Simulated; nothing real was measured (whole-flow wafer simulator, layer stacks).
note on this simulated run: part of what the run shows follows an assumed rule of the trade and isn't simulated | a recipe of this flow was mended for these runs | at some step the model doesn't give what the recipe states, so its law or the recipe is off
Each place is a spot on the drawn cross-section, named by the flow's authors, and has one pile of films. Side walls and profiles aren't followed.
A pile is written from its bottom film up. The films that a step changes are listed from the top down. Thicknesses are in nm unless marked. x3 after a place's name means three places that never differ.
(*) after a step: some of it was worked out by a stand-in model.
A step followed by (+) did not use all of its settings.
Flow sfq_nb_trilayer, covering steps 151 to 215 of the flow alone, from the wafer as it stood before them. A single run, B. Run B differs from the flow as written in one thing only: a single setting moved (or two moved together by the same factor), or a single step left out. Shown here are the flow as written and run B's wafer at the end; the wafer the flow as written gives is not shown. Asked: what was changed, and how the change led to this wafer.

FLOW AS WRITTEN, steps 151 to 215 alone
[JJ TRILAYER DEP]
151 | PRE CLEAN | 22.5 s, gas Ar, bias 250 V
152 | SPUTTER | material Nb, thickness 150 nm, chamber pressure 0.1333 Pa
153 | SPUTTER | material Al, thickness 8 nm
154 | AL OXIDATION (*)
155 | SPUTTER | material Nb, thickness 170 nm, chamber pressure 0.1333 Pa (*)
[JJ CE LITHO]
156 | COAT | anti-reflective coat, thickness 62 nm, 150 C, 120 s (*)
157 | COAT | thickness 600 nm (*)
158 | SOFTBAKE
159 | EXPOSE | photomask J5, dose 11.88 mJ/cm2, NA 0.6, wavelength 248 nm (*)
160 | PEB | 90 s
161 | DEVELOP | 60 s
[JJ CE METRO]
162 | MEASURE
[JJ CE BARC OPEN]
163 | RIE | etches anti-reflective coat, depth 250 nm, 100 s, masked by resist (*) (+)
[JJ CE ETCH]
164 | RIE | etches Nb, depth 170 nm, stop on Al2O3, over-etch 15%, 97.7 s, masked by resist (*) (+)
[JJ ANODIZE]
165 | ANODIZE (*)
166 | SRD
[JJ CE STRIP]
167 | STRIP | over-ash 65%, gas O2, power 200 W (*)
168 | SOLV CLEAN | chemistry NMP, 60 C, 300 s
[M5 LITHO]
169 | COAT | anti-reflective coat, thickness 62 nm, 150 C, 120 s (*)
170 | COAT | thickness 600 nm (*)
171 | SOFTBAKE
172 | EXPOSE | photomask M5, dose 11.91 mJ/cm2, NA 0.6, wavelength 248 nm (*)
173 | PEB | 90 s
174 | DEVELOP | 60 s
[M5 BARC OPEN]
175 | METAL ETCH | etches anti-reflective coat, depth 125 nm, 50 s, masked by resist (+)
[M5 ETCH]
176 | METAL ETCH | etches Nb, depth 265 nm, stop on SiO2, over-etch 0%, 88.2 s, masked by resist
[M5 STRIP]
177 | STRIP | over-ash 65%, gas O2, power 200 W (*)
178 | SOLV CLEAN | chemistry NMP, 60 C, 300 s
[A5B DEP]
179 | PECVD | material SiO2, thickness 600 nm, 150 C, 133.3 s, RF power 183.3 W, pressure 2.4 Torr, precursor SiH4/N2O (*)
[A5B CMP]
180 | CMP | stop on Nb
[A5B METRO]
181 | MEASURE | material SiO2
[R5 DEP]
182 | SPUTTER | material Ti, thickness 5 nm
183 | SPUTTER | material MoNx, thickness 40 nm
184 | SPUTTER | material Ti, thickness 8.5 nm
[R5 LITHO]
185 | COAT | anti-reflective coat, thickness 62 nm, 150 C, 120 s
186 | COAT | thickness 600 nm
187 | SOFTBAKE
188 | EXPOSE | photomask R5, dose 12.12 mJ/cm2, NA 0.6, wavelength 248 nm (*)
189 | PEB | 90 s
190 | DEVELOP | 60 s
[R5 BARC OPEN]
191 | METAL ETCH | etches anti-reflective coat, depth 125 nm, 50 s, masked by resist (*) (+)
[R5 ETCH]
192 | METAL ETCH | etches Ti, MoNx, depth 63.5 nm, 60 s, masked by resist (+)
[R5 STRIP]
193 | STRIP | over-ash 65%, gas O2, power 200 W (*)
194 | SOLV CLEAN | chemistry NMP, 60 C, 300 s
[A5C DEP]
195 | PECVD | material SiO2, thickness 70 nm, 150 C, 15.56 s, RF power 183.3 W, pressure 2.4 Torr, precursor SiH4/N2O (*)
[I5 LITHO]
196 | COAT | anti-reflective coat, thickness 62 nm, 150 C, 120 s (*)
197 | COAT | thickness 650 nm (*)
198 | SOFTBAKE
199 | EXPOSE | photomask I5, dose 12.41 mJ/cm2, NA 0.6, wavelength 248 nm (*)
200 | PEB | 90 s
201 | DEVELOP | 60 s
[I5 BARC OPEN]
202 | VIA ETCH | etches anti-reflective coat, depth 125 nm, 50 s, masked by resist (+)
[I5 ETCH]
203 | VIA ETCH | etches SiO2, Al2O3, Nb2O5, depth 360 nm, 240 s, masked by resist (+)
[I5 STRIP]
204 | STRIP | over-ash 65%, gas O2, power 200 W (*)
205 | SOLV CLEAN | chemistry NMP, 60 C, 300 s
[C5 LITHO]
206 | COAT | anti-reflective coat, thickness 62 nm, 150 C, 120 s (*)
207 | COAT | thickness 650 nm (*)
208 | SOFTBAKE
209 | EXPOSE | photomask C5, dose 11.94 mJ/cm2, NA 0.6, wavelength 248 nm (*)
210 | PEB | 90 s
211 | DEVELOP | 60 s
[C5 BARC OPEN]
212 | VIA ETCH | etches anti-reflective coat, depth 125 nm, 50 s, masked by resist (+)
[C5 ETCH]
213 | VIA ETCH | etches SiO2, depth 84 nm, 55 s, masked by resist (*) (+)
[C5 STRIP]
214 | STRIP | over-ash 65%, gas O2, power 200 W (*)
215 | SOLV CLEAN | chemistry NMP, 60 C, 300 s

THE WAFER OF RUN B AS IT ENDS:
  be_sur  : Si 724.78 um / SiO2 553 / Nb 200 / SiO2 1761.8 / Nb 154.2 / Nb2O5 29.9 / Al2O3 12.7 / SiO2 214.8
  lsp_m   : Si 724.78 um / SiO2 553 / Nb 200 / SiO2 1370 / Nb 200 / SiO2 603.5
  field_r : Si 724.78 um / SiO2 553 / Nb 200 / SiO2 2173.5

The reason: step 151, PRE CLEAN: bias 275 V was run, though the flow has bias 250 V; step 152, SPUTTER: thickness 165 nm was run, where the flow has thickness 150 nm.

The path from the change to this, step by step:
  151 | PRE CLEAN | 22.5 s, gas Ar, bias 250 V
      field_l, v_sur, via_sp and 100 more: SiO2 loses 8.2 (in the flow as written it would be: SiO2 loses 7.5)
      via_wl, via_w, via_wr: Nb loses 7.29 (in the flow as written it would be: Nb loses 6.45)
  152 | SPUTTER | material Nb, thickness 150 nm, chamber pressure 0.1333 Pa
      field_l, v_sur, via_sp and 100 more: Nb gains 165 (new film) (in the flow as written it would be: Nb gains 150 (new film))
      via_wl, via_w, via_wr: Nb gains 142.7 (in the flow as written it would be: Nb gains 129.8)
  156 | COAT | anti-reflective coat, thickness 62 nm, 150 C, 120 s (*)
      via_wl, via_wr: anti-reflective coat gains 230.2 (new film) (in the flow as written it would be: anti-reflective coat gains 224.3 (new film))
      via_w: anti-reflective coat gains 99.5 (new film) (in the flow as written it would be: anti-reflective coat gains 97.3 (new film))
  163 | RIE | etches anti-reflective coat, depth 250 nm, 100 s, masked by resist (*) (+)
      via_wl, via_wr: anti-reflective coat loses 230.2 (all of it) (in the flow as written it would be: anti-reflective coat loses 224.3 (all of it))
      via_w: anti-reflective coat loses 99.5 (all of it) (in the flow as written it would be: anti-reflective coat loses 97.3 (all of it))
  169 | COAT | anti-reflective coat, thickness 62 nm, 150 C, 120 s (*)
      ce_l: anti-reflective coat gains 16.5 (new film) (in the flow as written it would be: anti-reflective coat gains 17.1 (new film))
  176 | METAL ETCH | etches Nb, depth 265 nm, stop on SiO2, over-etch 0%, 88.2 s, masked by resist
      field_l, res, r_end and 47 more: Al2O3 loses 12.6 (all of it), Nb2O5 loses 29.9 (all of it), Nb loses 154.2 (all of it), SiO2 loses 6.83 (in the flow as written it would be: Al2O3 loses 12.6 (all of it), Nb2O5 loses 29.9 (all of it), Nb loses 139.2 (all of it), SiO2 loses 8.33)
      r_sur, wl_a_sl, wl_a_m6: Al2O3 loses 12.5 (all of it), Nb2O5 loses 29.9 (all of it), Nb loses 154.2 (all of it), SiO2 loses 6.83 (in the flow as written it would be: Al2O3 loses 12.5 (all of it), Nb2O5 loses 29.9 (all of it), Nb loses 139.2 (all of it), SiO2 loses 8.33)
  177 | STRIP | over-ash 65%, gas O2, power 200 W (*)
      ce_l: KrF-resist-other-grade loses 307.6 (all of it), anti-reflective coat loses 16.5 (all of it) (in the flow as written it would be: KrF-resist-other-grade loses 307.2 (all of it), anti-reflective coat loses 17.1 (all of it))
  180 | CMP | stop on Nb
      field_l, p4_fl x5, p4_w1 x9 and 27 more: SiO2 loses 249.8 (in the flow as written it would be: SiO2 loses 263.3)
      r_sur, res, r_end, moat, field_r, lsp_l: SiO2 loses 242.4 (in the flow as written it would be: SiO2 loses 256.4)
      (and at 5 other places as well)
